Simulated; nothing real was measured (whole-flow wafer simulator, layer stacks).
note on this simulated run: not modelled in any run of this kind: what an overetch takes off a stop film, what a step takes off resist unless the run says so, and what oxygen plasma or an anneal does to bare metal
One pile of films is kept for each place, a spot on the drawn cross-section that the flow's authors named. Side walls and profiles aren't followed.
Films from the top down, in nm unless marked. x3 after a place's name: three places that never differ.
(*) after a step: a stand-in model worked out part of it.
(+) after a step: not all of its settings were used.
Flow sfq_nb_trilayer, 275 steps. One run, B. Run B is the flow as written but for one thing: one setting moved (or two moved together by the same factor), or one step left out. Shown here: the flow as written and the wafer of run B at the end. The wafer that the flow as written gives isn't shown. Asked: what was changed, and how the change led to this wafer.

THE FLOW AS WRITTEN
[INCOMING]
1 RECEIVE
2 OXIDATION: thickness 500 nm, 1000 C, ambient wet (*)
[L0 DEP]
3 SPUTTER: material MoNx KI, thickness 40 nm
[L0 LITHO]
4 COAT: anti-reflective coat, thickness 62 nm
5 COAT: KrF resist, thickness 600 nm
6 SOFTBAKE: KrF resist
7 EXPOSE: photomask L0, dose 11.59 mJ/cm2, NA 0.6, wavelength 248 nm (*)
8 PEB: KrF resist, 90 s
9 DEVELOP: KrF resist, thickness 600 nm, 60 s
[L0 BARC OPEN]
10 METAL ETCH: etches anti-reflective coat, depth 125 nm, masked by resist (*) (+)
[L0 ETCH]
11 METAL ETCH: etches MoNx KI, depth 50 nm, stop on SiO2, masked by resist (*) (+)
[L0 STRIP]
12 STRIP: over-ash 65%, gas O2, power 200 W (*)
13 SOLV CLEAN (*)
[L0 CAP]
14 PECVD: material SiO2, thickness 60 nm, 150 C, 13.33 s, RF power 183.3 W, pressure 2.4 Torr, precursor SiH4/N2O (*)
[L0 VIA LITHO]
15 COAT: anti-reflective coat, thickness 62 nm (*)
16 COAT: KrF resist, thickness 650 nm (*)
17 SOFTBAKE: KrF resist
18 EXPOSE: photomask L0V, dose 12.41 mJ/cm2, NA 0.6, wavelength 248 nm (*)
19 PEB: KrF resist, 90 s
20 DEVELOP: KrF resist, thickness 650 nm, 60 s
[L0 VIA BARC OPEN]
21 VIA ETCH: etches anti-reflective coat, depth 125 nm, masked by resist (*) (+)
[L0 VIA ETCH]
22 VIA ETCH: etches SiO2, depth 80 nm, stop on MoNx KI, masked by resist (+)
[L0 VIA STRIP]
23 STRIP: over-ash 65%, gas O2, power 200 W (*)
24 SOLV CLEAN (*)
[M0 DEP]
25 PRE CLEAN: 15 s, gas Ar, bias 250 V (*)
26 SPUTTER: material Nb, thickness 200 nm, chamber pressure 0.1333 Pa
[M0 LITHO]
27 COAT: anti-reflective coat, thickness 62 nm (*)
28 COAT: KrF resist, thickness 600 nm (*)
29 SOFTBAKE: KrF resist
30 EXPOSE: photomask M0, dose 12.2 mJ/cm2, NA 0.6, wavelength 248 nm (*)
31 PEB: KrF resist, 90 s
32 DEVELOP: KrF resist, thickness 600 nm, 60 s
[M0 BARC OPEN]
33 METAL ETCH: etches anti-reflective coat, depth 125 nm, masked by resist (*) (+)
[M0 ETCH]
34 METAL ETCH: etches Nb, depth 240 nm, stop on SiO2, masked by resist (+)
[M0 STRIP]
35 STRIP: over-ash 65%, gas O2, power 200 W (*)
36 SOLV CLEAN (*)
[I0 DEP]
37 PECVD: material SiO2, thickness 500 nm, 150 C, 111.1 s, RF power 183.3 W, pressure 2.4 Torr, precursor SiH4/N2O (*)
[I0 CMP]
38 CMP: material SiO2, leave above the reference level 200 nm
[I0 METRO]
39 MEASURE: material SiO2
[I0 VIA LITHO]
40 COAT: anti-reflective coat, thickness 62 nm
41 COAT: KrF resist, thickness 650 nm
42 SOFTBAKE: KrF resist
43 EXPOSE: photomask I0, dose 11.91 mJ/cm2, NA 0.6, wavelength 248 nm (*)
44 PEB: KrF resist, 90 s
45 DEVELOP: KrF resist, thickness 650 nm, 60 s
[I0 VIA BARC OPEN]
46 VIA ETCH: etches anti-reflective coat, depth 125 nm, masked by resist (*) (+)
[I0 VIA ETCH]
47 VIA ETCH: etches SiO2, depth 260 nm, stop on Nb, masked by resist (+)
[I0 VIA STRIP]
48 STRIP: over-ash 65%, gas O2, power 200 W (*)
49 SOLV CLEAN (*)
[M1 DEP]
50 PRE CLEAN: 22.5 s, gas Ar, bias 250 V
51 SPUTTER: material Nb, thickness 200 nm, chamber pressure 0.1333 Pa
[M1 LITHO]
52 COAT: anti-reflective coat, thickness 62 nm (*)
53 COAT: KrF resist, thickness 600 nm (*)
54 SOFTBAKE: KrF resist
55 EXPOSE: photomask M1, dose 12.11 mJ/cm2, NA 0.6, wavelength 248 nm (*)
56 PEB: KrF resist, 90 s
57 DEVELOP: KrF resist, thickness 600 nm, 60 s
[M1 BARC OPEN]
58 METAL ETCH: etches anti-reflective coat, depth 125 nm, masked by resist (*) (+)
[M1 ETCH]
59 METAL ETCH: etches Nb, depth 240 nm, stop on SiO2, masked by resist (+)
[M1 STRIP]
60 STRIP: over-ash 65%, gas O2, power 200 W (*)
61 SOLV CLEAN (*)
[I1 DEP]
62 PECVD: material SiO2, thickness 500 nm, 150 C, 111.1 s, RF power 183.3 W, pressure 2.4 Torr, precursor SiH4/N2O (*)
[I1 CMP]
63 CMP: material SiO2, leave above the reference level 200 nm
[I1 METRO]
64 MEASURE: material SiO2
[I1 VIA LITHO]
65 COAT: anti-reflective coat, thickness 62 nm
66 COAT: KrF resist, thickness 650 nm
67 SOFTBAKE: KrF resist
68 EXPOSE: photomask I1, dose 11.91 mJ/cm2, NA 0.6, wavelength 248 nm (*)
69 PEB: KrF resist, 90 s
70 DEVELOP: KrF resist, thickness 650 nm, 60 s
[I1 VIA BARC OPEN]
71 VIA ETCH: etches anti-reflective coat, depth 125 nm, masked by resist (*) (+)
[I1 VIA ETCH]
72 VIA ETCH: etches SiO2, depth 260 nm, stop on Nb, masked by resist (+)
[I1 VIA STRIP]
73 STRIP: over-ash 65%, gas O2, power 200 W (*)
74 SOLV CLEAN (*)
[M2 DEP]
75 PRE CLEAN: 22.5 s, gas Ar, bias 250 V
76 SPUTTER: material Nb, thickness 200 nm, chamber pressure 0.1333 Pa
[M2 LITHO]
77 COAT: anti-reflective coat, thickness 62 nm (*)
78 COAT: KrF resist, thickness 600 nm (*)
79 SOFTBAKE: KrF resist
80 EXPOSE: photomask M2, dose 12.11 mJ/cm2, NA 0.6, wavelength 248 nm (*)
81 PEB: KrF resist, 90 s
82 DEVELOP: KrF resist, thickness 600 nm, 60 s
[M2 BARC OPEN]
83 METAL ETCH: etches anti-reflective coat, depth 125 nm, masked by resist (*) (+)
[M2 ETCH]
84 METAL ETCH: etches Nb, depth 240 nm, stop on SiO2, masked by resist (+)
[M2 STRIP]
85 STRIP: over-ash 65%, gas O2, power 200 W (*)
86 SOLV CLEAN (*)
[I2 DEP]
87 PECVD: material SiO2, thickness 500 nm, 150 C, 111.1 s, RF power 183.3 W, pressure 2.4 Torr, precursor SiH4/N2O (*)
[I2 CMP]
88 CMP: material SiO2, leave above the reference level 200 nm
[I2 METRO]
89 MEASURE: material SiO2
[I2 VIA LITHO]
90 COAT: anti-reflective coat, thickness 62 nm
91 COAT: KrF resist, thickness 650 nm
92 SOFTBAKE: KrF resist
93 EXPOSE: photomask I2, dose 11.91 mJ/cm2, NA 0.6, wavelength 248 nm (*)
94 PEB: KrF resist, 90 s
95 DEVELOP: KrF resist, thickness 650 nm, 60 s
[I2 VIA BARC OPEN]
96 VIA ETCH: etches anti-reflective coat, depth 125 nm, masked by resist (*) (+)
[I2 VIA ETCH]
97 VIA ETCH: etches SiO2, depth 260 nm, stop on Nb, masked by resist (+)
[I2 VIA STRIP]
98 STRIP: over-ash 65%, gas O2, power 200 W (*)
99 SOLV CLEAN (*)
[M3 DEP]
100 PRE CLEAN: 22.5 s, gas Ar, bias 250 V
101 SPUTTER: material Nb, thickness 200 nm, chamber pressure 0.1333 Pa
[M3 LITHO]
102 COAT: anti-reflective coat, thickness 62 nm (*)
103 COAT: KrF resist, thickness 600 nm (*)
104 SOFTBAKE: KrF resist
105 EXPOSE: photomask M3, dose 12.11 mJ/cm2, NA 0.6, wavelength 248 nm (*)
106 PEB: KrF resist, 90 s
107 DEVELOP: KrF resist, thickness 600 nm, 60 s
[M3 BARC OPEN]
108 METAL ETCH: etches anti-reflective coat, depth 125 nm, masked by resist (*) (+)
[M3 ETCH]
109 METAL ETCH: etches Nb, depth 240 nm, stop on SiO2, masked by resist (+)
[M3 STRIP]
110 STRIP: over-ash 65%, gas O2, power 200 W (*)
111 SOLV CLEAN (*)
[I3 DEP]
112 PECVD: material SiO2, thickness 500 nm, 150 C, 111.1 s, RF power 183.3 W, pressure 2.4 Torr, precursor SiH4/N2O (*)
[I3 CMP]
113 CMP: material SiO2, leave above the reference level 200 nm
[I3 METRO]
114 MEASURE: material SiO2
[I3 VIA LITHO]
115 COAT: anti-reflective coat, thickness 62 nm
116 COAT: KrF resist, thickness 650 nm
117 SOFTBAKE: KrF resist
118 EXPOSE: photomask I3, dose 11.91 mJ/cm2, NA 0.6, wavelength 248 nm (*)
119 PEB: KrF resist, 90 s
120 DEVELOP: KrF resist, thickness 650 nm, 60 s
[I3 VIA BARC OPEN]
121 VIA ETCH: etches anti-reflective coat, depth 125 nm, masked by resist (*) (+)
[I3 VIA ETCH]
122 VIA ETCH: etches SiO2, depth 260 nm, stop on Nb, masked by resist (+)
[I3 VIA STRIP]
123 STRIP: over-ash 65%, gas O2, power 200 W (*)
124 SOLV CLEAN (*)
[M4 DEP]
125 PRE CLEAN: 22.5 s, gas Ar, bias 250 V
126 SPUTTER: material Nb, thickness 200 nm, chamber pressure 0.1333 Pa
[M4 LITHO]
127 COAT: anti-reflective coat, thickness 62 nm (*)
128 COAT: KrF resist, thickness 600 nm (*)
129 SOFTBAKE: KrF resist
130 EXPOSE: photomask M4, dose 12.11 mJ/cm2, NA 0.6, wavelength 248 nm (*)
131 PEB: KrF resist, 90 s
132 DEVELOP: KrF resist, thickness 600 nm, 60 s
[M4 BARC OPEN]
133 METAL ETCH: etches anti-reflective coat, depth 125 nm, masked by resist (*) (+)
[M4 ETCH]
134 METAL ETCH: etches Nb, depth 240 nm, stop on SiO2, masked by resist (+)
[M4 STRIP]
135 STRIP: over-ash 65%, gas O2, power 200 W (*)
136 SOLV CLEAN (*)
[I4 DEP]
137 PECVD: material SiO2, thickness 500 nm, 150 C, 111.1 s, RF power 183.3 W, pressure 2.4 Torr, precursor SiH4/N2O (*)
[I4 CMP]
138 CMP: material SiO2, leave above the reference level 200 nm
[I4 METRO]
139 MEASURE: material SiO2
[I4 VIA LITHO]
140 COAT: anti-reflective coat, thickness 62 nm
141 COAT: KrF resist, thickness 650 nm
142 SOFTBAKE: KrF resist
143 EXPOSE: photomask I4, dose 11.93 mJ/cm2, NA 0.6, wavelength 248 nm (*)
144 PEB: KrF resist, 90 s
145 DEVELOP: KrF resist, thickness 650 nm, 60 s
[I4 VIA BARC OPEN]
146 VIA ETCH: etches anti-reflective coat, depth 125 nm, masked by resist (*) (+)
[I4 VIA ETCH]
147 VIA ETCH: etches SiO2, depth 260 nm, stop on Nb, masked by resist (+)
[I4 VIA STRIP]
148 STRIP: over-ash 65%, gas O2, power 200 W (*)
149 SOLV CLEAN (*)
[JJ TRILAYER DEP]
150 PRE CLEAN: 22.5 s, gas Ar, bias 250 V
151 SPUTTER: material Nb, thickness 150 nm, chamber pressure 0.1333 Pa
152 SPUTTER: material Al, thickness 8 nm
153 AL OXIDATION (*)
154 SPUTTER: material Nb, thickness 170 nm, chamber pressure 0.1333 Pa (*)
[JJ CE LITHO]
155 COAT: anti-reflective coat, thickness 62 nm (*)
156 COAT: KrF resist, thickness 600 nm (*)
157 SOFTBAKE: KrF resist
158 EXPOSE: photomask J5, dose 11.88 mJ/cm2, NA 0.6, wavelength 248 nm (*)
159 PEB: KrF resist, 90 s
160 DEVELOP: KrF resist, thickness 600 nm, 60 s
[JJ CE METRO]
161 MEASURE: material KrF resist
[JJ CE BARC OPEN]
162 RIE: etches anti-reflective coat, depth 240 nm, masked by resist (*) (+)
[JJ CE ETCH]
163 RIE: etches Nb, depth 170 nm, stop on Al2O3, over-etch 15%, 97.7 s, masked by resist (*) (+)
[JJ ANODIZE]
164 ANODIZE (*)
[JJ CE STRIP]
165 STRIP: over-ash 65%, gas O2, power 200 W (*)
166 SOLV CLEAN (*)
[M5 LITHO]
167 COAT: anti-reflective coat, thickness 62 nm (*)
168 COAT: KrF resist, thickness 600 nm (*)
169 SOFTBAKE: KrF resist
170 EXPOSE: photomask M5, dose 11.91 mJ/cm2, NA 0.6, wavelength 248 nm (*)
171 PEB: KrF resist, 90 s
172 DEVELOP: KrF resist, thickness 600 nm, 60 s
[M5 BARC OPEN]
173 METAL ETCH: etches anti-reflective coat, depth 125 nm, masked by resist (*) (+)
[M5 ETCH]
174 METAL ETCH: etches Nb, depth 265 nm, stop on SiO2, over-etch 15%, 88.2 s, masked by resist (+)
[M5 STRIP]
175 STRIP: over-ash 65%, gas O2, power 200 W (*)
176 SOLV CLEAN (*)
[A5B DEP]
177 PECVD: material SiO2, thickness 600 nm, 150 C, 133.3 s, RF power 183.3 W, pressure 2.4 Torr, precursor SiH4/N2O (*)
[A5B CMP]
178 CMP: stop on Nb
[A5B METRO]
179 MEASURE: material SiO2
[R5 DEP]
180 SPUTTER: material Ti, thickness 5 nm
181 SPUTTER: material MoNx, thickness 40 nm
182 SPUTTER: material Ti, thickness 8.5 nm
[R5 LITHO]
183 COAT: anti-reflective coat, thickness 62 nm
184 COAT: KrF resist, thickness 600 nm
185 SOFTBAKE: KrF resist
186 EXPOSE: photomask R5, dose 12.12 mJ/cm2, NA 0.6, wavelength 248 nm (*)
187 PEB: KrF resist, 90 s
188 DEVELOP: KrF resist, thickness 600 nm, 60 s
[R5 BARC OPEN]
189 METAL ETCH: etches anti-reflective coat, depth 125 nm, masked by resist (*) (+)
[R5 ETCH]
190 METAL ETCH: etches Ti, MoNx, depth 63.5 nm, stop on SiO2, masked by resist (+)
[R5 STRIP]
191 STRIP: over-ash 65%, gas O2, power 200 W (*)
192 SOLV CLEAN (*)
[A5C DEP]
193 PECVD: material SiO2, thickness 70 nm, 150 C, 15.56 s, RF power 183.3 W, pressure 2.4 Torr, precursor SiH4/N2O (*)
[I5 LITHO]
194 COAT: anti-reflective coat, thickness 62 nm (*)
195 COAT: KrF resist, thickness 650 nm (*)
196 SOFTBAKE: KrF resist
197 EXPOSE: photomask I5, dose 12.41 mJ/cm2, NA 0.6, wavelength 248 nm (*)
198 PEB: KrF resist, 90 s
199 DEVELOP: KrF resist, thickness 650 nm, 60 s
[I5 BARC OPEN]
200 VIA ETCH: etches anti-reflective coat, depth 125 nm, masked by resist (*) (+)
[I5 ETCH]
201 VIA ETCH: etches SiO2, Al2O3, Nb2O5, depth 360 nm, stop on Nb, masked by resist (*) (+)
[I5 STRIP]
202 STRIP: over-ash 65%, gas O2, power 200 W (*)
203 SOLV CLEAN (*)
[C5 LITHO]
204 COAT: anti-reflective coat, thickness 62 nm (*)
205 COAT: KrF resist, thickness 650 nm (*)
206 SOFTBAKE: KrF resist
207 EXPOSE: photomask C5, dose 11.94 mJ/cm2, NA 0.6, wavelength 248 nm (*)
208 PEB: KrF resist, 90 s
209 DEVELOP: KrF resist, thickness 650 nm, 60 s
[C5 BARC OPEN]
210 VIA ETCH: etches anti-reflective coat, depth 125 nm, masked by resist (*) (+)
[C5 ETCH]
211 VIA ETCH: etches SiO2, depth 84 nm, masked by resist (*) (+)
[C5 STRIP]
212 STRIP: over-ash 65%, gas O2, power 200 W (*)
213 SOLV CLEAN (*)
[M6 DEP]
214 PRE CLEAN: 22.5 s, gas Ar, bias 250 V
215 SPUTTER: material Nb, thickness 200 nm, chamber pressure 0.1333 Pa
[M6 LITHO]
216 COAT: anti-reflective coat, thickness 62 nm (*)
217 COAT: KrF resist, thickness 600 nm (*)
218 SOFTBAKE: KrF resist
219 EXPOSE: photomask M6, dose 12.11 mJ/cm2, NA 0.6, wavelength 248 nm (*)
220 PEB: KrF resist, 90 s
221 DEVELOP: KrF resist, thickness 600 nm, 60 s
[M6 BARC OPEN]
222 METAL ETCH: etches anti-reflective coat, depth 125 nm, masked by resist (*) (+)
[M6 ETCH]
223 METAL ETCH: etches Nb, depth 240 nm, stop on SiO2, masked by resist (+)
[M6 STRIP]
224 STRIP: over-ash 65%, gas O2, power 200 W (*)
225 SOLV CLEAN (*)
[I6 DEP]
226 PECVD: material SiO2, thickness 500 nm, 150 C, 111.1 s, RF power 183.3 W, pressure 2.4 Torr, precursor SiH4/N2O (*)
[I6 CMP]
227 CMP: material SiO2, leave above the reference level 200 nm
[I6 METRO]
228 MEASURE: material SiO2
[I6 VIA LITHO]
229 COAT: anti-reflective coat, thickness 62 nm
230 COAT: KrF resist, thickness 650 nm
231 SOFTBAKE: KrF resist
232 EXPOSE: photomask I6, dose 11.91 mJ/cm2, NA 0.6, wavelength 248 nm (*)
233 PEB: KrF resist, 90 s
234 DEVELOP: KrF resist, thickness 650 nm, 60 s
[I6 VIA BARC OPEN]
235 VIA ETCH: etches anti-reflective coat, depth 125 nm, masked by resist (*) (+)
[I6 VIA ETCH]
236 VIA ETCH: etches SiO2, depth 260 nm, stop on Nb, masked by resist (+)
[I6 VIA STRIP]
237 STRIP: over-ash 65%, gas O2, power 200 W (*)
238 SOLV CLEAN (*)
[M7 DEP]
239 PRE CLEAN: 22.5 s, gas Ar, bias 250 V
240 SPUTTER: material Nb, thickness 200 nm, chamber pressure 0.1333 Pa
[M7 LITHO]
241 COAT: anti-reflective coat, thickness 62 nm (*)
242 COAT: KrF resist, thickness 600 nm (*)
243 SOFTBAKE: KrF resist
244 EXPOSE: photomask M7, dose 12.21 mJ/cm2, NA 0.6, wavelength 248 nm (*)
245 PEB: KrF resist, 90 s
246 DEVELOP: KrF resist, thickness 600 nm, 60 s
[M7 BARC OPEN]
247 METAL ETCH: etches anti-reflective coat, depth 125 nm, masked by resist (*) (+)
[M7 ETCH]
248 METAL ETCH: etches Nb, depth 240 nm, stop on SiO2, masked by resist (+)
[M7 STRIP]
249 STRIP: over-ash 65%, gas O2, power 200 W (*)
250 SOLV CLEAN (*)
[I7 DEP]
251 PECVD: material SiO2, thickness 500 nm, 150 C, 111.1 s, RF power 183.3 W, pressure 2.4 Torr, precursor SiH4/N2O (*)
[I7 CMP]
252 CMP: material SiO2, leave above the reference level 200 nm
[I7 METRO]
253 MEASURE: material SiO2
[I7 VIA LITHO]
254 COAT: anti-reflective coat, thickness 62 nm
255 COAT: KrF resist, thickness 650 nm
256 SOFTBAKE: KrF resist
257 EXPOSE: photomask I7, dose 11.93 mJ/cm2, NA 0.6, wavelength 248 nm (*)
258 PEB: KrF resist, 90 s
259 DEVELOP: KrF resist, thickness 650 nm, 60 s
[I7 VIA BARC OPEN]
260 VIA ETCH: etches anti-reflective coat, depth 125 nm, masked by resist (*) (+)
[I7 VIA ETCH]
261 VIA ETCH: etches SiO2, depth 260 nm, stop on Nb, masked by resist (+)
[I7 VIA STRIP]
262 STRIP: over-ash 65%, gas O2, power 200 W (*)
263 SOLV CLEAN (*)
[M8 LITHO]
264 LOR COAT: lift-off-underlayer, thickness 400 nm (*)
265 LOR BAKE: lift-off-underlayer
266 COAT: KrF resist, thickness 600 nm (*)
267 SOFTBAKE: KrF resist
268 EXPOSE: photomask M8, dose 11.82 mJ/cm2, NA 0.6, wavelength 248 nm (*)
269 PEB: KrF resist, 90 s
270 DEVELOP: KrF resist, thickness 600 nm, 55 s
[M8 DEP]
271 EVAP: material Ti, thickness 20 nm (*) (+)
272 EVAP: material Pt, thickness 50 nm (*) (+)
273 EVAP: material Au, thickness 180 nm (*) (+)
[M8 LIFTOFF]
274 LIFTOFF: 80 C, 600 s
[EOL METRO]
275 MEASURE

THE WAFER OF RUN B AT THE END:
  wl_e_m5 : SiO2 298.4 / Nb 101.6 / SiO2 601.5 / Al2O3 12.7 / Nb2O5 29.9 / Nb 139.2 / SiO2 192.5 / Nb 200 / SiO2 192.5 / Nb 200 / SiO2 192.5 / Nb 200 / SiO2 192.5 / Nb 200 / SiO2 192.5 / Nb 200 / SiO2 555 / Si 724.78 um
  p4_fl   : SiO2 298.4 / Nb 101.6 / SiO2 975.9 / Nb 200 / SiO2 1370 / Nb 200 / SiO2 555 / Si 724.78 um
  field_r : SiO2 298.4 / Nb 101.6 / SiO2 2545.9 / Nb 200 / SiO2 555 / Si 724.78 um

The cause: step 248, METAL ETCH: depth 98.4 nm was run, where the flow has depth 240 nm.

How the change led to this, step by step:
  248 METAL ETCH: etches Nb, depth 240 nm, stop on SiO2, masked by resist (+)
      field_l, field_r, lsp_l and 62 more: Nb -98.4 (as written it would be: Nb -200 (all of it))
      v_sur, via_wl, via_w and 38 more: KrF resist -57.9 (as written it would be: KrF resist -141.2)
  249 STRIP: over-ash 65%, gas O2, power 200 W (*)
      wl_j_sl, wl_jj, wl_j_sr and 14 more: KrF resist -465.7 (all of it), anti-reflective coat -62 (all of it) (as written it would be: KrF resist -382.4 (all of it), anti-reflective coat -62 (all of it))
      ln_m5, lsp_m, ln_m6, lsp_r: KrF resist -465.2 (all of it), anti-reflective coat -61.8 (all of it) (as written it would be: KrF resist -381.9 (all of it), anti-reflective coat -61.8 (all of it))
      (and at 20 more places)
  251 PECVD: material SiO2, thickness 500 nm, 150 C, 111.1 s, RF power 183.3 W, pressure 2.4 Torr, precursor SiH4/N2O (*)
      field_l, p4_fl, p4_fm and 56 more: SiO2 +500 (new film) (as written it would be: SiO2 +500)
      field_r, lsp_l: SiO2 +489 (new film) (as written it would be: SiO2 +477.7)
      (and at 4 more places)
  252 CMP: material SiO2, leave above the reference level 200 nm
      field_l, p4_fl, p4_fm and 56 more: SiO2 -201.6 (as written it would be: SiO2 -100)
      field_r, lsp_l: SiO2 -190.6 (as written it would be: SiO2 -77.7)
      (and at 4 more places)
Counting metal films that touch as one body, wl_e_m5 has 7 bodies (between them, from the top down: SiO2 601.5 / Al2O3 12.7 / Nb2O5 29.9; SiO2 192.5; SiO2 192.5; SiO2 192.5; SiO2 192.5; SiO2 192.5); the flow as written gives 6 bodies (between them, from the top down: SiO2 192.5; SiO2 192.5; SiO2 192.5; SiO2 192.5; SiO2 192.5).
Counting metal films that touch as one body, p4_fl has 3 bodies (between them, from the top down: SiO2 975.9; SiO2 1370); the flow as written gives 2 bodies (between them, from the top down: SiO2 1370).
Counting metal films that touch as one body, field_r has 2 bodies (between them, from the top down: SiO2 2545.9); the flow as written gives 1 body.
